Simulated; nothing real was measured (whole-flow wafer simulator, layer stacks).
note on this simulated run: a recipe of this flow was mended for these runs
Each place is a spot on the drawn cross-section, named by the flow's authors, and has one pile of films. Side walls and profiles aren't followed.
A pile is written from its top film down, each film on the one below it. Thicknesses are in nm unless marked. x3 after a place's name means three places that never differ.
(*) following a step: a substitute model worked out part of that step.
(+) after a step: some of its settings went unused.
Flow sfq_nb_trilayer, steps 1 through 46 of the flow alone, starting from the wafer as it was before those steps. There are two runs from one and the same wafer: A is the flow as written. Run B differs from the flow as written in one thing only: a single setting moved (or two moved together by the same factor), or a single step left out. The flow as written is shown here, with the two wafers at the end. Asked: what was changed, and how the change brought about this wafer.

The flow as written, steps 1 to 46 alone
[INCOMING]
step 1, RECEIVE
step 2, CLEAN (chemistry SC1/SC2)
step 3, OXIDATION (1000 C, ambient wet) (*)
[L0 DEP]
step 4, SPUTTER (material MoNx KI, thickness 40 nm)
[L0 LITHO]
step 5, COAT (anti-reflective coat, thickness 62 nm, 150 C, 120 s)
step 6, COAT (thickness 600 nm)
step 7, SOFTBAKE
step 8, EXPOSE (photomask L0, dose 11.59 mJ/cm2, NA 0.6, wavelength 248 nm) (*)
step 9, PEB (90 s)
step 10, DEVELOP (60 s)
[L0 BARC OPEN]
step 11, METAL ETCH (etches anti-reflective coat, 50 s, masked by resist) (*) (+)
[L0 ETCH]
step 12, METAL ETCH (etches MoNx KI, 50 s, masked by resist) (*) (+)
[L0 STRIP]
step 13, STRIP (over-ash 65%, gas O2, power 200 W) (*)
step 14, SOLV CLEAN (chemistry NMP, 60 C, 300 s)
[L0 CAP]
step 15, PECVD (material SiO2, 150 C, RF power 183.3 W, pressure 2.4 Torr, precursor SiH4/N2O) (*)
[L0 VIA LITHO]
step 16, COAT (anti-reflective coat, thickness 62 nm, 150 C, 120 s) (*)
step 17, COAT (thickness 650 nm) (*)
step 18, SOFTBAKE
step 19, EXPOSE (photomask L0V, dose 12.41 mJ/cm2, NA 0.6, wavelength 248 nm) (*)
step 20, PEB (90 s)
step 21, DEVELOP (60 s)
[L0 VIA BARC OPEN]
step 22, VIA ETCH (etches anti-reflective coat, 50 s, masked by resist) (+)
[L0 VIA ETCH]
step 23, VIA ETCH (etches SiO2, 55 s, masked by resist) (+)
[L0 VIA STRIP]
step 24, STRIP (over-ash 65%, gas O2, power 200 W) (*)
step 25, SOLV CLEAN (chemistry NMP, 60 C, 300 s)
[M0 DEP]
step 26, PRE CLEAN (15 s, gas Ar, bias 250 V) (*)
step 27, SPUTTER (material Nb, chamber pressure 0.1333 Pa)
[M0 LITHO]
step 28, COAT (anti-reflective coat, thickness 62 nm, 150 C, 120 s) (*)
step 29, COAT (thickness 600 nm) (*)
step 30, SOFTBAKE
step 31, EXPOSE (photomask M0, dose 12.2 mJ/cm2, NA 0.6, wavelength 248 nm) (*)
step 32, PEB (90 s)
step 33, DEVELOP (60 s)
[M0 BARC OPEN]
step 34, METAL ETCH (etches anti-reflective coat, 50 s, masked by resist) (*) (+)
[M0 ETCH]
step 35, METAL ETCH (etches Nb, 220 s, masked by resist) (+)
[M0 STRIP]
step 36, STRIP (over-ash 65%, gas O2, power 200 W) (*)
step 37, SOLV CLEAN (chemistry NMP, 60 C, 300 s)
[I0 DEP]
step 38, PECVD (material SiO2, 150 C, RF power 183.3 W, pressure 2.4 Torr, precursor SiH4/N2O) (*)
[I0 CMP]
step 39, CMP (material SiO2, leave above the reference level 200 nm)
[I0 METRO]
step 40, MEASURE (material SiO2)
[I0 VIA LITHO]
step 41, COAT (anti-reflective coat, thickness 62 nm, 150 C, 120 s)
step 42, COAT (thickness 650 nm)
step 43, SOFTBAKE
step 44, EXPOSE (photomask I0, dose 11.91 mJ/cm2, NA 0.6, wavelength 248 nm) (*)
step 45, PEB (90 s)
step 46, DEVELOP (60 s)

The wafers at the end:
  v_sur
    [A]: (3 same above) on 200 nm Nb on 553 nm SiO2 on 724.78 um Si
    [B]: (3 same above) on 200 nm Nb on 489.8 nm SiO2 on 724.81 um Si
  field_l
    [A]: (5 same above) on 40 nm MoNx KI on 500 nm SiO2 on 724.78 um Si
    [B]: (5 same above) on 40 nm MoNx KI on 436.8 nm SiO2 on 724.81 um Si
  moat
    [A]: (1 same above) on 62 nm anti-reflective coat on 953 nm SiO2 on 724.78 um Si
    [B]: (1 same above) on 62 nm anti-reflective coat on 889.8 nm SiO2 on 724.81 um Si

What caused this: step 3, OXIDATION: 981 C was run, while the flow as written has 1000 C.

Step by step, how the change led to this:
  step 3, OXIDATION (1000 C, ambient wet) (*)
      field_l, v_sur, via_wl and 103 more: A +500 SiO2 (new film), -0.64 chemical SiO2 (all of it), -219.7 Si | B +436.8 SiO2 (new film), -0.64 chemical SiO2 (all of it), -191.9 Si
